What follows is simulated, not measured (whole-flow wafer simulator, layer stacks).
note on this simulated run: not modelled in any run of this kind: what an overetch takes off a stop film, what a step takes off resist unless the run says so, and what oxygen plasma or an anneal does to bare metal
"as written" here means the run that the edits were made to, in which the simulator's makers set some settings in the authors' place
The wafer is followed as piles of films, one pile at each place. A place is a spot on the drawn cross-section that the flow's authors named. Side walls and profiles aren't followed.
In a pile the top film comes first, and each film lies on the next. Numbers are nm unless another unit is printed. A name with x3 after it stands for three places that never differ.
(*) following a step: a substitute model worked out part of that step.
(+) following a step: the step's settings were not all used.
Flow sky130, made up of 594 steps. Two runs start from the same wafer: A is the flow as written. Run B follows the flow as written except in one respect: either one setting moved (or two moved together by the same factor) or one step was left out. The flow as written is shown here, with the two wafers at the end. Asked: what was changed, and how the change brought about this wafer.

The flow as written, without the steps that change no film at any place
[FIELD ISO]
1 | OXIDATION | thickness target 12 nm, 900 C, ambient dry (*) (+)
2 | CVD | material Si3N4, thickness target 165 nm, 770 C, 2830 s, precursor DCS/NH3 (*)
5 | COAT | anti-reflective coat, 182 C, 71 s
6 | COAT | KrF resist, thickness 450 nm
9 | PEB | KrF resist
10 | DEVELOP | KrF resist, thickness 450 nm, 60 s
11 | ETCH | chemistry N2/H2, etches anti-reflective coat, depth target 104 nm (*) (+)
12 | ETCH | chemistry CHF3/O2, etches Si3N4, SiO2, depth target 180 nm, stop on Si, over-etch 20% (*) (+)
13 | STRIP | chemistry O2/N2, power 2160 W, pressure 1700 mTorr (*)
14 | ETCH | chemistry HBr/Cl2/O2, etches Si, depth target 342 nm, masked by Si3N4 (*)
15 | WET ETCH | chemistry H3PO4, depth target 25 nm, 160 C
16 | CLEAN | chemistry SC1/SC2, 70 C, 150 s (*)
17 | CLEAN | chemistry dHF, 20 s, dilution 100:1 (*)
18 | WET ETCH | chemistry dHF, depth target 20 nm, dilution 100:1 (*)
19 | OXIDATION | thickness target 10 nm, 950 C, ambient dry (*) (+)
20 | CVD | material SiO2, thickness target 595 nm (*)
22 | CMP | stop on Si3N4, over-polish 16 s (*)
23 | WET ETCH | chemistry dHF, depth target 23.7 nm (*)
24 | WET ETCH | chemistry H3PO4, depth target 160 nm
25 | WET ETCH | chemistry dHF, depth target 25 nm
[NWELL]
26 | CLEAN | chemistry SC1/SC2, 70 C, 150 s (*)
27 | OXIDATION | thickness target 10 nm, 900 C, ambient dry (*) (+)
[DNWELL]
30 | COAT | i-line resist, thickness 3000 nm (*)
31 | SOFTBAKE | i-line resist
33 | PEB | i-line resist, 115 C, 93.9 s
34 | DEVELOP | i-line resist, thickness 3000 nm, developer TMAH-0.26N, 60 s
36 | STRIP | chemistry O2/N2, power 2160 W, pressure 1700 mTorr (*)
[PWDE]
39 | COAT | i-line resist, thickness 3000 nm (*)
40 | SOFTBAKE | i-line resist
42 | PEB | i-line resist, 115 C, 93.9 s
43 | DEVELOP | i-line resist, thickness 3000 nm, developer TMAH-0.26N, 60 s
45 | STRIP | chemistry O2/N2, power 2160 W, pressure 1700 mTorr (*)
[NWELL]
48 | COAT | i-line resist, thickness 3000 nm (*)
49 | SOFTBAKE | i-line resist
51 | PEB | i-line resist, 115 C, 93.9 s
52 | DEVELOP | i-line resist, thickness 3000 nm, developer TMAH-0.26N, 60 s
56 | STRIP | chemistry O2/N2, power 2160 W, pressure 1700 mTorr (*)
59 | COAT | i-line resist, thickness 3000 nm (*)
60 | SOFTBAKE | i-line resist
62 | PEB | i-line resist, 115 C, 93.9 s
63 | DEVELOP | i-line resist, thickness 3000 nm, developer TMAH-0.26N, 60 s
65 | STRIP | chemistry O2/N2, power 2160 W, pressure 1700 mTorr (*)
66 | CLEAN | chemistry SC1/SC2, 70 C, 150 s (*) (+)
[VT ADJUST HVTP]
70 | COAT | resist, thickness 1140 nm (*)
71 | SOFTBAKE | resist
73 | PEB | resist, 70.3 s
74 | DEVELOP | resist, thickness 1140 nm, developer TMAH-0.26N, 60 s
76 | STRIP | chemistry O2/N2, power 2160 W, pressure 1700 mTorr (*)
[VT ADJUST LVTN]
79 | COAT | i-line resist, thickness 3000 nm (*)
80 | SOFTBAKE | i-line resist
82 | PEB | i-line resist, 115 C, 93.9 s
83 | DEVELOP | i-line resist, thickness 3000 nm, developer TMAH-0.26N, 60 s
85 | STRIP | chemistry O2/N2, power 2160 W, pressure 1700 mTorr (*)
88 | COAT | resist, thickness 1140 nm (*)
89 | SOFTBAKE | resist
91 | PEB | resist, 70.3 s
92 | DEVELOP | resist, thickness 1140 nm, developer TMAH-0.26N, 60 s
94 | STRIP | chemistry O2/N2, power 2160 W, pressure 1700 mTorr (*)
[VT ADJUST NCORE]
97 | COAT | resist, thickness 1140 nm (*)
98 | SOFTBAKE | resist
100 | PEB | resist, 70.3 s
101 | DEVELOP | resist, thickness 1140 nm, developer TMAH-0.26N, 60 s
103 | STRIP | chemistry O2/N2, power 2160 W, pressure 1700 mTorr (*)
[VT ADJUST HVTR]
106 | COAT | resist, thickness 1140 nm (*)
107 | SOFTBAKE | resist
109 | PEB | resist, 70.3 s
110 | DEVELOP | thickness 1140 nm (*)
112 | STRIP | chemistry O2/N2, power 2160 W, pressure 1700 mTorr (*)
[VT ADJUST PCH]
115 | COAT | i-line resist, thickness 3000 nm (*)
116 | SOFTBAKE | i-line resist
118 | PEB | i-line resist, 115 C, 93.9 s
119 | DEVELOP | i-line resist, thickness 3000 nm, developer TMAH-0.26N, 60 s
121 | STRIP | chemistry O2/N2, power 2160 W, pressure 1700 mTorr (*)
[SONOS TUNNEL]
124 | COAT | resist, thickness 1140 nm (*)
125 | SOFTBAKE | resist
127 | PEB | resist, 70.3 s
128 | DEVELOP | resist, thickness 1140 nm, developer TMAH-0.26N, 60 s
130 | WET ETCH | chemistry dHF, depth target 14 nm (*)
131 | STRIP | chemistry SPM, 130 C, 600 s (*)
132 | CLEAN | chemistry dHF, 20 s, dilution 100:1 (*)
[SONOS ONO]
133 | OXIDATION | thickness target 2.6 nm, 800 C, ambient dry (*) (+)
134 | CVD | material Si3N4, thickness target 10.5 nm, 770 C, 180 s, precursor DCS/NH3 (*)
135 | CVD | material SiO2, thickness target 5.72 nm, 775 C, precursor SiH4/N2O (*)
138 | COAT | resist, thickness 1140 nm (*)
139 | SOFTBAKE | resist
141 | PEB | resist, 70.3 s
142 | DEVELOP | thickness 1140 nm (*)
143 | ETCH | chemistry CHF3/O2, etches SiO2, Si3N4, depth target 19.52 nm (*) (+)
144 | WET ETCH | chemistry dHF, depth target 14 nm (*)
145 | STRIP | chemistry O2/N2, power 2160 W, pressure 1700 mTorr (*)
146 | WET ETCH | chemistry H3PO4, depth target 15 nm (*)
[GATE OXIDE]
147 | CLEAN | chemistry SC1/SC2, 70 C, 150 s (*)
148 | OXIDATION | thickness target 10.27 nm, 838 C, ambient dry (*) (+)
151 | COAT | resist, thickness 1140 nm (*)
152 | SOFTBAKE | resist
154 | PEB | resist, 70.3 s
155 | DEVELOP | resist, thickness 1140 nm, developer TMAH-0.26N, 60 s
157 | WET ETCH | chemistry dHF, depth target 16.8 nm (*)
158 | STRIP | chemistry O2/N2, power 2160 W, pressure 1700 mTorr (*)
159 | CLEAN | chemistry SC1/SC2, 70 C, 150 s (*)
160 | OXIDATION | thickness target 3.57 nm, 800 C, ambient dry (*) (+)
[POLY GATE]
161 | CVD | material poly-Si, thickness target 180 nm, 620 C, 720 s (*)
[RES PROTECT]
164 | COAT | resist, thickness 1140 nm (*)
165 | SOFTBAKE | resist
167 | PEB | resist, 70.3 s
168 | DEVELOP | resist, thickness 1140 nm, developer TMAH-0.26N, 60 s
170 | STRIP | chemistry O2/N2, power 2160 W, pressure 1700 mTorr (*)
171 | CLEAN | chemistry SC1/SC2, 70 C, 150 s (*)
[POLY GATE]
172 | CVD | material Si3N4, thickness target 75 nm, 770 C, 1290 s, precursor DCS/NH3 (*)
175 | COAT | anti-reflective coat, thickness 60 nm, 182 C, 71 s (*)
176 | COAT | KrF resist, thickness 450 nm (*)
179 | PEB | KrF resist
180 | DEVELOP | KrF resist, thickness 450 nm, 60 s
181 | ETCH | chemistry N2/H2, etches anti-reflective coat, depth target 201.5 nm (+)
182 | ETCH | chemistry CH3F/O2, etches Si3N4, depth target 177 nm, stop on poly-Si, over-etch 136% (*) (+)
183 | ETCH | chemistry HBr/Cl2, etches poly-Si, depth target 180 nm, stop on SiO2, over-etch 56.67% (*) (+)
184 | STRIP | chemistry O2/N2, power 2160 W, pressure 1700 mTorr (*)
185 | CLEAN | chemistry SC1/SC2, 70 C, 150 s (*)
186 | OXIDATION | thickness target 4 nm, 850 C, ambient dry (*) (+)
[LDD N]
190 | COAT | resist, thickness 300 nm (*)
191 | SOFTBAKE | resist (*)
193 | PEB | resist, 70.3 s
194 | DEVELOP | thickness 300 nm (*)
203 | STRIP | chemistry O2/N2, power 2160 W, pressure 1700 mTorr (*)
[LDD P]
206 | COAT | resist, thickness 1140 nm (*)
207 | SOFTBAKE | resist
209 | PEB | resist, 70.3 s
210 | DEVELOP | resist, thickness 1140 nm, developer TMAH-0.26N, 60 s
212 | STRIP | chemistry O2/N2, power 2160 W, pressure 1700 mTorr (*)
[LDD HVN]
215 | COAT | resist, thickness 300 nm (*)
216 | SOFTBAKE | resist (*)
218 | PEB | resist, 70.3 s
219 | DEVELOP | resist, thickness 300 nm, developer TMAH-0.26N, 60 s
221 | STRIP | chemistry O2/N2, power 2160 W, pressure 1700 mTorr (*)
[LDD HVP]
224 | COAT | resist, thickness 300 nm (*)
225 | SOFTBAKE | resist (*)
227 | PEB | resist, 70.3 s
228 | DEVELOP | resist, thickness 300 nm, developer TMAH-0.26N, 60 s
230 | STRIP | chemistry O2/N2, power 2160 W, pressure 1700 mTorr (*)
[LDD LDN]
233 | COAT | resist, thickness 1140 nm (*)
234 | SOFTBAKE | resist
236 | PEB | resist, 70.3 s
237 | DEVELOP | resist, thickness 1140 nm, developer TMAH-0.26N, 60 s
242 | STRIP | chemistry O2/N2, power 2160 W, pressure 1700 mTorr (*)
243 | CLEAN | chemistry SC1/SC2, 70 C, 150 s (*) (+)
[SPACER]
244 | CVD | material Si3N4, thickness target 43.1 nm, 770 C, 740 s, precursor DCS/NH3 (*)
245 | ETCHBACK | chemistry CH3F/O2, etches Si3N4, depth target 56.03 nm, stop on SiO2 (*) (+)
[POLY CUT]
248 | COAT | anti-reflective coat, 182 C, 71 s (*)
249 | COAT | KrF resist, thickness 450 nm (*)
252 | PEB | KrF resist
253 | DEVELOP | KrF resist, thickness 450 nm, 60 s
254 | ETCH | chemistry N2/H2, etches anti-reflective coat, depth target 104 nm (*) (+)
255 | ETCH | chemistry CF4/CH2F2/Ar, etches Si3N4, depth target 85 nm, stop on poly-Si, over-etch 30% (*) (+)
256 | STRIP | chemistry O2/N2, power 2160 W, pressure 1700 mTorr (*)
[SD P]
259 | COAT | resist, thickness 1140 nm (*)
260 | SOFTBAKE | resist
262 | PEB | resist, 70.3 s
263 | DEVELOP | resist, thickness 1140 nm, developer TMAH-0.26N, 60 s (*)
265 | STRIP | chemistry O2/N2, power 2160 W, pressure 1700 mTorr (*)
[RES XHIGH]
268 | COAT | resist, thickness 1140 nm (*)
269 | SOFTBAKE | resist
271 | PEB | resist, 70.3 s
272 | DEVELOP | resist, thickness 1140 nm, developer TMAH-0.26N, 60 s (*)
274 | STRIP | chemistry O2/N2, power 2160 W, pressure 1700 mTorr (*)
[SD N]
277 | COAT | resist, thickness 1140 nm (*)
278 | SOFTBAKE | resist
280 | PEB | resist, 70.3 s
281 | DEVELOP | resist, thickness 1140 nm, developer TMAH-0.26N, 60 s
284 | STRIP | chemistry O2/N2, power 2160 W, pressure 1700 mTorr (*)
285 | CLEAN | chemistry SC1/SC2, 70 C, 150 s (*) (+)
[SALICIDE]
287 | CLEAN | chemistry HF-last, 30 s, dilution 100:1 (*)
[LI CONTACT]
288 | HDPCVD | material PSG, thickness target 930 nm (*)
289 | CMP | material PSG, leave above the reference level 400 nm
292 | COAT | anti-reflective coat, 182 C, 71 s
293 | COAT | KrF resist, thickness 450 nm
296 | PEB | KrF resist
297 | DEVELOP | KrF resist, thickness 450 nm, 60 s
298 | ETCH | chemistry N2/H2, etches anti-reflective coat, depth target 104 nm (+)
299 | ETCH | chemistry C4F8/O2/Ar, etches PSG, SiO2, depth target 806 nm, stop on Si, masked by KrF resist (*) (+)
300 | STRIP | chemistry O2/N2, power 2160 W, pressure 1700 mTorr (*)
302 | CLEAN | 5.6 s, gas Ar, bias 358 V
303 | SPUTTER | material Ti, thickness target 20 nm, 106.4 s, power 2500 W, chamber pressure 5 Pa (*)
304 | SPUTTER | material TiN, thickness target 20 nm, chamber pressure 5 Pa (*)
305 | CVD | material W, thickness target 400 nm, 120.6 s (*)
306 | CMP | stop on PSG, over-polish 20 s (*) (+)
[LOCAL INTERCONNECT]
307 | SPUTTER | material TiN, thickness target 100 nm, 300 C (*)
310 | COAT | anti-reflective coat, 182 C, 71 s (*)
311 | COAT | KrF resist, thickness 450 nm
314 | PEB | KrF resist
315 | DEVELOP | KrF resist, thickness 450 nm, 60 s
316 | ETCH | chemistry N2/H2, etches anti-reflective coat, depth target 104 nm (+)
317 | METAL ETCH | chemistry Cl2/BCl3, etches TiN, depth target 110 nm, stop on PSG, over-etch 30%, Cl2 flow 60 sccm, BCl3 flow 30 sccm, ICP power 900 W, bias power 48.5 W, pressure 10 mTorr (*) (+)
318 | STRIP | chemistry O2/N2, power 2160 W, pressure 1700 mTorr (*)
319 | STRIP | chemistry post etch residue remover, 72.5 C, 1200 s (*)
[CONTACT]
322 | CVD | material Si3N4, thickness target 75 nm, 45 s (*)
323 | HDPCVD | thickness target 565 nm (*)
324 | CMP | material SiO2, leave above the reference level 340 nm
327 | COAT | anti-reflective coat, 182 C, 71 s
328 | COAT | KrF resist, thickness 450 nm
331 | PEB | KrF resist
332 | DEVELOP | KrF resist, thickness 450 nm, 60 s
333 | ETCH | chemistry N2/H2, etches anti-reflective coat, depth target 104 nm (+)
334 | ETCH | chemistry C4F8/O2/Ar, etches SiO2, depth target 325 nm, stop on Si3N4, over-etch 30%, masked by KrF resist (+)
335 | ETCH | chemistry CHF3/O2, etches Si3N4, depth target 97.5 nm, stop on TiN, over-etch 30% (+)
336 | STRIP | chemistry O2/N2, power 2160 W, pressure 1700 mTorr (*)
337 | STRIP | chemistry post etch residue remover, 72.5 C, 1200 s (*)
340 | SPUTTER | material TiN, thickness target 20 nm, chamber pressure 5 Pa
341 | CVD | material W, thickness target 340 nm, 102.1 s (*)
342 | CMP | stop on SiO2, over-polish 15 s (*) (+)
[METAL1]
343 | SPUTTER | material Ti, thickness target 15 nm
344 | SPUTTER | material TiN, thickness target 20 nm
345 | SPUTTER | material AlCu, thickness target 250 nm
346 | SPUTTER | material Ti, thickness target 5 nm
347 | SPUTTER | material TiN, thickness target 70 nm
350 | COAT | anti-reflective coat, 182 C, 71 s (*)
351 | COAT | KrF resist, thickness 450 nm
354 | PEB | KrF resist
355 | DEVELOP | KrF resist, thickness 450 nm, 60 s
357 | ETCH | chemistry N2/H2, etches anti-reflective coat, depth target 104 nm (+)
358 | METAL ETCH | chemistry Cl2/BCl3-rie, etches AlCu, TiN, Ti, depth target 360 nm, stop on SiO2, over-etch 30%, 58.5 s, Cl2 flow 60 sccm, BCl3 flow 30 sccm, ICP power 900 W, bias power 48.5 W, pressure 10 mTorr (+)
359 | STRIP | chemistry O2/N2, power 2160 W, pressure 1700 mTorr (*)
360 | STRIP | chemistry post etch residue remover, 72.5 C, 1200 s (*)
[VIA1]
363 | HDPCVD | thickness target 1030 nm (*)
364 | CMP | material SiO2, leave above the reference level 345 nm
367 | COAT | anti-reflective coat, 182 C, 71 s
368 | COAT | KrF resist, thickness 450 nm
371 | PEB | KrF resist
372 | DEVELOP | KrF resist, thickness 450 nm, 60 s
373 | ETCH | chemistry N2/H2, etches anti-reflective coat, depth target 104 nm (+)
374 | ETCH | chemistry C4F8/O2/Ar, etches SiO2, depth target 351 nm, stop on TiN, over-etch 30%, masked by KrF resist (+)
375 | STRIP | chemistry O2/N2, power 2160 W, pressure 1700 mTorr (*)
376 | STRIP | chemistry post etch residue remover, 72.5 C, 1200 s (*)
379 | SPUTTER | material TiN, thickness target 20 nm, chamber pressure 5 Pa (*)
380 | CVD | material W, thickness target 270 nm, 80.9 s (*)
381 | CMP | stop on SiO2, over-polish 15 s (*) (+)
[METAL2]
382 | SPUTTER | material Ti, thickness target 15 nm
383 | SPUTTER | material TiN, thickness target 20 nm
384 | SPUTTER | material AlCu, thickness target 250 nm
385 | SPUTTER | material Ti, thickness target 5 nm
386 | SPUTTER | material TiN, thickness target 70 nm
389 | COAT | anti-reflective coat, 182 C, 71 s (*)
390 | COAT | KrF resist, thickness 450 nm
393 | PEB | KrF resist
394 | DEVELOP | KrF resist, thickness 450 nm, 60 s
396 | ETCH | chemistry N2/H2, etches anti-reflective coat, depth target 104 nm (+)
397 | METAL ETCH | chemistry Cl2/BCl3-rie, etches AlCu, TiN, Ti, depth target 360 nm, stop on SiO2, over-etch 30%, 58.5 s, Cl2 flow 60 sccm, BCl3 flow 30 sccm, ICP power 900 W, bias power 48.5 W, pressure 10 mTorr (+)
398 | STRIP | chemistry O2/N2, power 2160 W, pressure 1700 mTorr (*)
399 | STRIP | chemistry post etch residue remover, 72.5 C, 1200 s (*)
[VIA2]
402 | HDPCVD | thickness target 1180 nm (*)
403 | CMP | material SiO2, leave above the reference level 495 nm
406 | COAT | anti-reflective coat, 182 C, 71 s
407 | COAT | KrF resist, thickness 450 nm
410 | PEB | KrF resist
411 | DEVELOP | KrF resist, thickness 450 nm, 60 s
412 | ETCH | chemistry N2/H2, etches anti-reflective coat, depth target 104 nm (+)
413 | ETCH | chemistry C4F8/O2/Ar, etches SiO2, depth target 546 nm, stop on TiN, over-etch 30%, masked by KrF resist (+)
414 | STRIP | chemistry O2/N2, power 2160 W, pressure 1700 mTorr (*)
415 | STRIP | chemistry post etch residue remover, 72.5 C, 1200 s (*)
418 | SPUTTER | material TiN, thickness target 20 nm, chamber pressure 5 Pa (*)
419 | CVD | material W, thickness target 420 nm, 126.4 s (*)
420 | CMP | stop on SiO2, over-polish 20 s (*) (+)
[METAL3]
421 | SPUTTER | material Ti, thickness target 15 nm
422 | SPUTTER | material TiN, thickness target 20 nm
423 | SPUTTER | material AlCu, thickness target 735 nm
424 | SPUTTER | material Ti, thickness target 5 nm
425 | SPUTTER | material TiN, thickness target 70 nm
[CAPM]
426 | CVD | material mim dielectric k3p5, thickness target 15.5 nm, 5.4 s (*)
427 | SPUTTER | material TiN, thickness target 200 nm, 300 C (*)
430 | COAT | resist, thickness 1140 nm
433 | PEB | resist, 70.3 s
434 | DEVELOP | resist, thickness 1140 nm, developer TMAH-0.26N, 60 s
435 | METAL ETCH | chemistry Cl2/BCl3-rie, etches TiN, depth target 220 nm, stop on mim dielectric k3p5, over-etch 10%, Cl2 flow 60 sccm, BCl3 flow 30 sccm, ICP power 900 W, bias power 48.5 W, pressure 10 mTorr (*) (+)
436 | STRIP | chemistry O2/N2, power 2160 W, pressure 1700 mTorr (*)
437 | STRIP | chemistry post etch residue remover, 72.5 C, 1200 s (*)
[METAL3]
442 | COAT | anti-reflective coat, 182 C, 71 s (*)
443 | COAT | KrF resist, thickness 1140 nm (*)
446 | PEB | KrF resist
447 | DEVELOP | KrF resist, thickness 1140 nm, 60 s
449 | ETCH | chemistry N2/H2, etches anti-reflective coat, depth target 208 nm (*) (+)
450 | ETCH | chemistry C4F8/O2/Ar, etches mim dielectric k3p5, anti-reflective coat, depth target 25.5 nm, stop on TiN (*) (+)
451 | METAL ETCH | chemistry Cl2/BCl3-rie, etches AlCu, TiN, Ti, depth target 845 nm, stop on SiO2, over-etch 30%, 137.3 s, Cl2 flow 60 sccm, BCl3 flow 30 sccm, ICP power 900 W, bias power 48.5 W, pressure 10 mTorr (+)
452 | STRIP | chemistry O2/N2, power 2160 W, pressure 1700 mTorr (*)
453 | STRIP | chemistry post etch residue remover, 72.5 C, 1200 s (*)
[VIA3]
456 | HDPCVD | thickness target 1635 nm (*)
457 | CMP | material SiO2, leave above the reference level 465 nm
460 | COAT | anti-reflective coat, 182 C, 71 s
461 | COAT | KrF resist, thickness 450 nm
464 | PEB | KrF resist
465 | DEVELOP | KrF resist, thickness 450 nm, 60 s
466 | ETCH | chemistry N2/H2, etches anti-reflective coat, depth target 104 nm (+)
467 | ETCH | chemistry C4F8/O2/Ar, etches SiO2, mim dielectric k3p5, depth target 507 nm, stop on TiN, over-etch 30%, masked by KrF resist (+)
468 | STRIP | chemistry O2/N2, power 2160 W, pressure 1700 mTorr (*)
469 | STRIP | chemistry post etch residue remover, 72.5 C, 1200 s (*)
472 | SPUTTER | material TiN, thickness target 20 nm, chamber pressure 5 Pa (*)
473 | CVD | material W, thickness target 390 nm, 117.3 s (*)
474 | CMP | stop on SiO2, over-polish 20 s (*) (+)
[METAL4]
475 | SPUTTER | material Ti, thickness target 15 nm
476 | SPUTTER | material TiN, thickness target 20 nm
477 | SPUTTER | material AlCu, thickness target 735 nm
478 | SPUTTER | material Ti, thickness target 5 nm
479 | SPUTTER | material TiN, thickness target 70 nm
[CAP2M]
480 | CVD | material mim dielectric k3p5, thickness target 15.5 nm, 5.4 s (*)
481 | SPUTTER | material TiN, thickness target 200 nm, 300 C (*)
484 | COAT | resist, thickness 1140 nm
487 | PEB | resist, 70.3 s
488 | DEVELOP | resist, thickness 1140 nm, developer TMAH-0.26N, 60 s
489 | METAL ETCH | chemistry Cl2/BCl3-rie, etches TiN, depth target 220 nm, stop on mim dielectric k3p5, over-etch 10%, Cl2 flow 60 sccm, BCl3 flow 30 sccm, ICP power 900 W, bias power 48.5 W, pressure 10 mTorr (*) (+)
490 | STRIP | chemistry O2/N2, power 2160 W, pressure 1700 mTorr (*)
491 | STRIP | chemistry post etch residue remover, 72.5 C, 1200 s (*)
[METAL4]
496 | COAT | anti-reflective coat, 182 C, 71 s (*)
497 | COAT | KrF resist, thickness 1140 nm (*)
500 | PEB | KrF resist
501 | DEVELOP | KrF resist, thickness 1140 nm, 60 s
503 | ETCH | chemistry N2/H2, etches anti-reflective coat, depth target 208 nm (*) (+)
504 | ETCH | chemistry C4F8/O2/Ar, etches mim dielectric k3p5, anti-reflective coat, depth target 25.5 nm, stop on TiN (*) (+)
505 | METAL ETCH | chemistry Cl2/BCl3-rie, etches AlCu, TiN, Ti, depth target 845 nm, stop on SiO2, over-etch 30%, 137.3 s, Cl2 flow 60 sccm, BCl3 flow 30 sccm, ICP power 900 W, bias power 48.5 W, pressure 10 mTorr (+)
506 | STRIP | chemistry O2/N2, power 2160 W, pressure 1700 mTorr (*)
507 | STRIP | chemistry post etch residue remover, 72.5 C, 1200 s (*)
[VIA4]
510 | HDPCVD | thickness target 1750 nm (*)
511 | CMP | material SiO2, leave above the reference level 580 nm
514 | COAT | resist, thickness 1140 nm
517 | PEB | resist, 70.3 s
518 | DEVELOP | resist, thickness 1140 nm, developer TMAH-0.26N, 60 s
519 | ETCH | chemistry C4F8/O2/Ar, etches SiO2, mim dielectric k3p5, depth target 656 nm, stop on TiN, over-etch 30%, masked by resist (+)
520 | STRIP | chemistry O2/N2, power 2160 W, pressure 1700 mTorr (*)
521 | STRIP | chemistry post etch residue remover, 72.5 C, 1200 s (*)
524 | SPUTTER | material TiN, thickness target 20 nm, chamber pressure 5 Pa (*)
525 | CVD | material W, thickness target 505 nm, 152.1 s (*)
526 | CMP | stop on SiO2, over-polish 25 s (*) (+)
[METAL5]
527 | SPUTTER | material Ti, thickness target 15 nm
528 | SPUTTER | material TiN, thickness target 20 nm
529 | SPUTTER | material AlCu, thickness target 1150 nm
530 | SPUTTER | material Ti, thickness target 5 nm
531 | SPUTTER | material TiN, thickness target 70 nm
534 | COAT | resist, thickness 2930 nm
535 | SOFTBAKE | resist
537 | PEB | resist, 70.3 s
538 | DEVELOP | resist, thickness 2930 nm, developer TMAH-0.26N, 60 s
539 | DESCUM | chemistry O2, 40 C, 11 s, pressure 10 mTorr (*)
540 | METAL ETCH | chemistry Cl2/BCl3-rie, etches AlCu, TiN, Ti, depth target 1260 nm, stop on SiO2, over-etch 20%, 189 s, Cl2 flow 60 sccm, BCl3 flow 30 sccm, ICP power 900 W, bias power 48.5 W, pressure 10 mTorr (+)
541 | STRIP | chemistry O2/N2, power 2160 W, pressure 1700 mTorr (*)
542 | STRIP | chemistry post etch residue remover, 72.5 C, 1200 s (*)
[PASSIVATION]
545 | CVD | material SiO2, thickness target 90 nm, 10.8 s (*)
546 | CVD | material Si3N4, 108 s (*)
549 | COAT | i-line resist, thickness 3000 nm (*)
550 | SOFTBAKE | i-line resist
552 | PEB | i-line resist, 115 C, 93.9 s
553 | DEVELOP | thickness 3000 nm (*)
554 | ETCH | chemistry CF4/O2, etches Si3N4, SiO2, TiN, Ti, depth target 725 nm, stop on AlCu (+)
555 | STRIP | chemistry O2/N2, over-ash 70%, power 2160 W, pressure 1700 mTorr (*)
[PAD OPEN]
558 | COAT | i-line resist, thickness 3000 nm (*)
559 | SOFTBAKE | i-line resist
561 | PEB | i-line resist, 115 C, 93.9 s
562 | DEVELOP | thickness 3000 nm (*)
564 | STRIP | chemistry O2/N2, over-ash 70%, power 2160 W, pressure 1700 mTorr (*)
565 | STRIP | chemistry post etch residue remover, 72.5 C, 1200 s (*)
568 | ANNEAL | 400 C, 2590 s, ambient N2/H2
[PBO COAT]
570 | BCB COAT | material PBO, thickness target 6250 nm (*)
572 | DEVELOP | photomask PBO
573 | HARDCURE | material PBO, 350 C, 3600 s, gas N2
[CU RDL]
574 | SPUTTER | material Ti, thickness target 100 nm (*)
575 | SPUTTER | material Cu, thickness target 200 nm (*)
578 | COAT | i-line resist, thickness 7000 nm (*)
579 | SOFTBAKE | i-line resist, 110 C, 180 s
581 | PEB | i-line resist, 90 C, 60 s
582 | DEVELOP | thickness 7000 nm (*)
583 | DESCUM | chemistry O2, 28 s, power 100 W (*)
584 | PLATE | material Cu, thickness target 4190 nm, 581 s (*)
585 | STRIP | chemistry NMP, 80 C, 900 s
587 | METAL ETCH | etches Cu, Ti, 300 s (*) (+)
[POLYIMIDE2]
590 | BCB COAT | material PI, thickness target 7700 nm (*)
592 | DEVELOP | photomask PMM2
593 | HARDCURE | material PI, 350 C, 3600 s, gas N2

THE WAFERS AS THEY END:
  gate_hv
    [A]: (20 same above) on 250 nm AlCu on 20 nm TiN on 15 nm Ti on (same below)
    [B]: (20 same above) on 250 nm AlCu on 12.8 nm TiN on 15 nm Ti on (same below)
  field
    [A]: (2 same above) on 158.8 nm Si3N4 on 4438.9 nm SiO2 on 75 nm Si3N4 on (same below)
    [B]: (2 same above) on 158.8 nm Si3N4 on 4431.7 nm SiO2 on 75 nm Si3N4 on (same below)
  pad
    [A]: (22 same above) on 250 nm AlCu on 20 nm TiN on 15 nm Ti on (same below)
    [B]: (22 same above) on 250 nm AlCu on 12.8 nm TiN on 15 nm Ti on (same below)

Cause: step 383, SPUTTER: thickness target 12.8 nm was run, though the flow has thickness target 20 nm.
One can read it off the wafer: gate_hv has TiN 12.8, and step 383 as written asks for 20 nm.

Step by step, how the change led to this:
  383 | SPUTTER | material TiN, thickness target 20 nm
      field, active, n_well and 188 more: A +20 TiN (new film) | B +12.8 TiN (new film)
  397 | METAL ETCH | chemistry Cl2/BCl3-rie, etches AlCu, TiN, Ti, depth target 360 nm, stop on SiO2, over-etch 30%, 58.5 s, Cl2 flow 60 sccm, BCl3 flow 30 sccm, ICP power 900 W, bias power 48.5 W, pressure 10 mTorr (+)
      field, active, gate and 82 more: A -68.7 TiN (all of it), -5 Ti (all of it), -250 AlCu (all of it), -20 TiN (all of it), -15 Ti (all of it), -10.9 SiO2 | B -68.7 TiN (all of it), -5 Ti (all of it), -250 AlCu (all of it), -12.8 TiN (all of it), -15 Ti (all of it), -11.7 SiO2
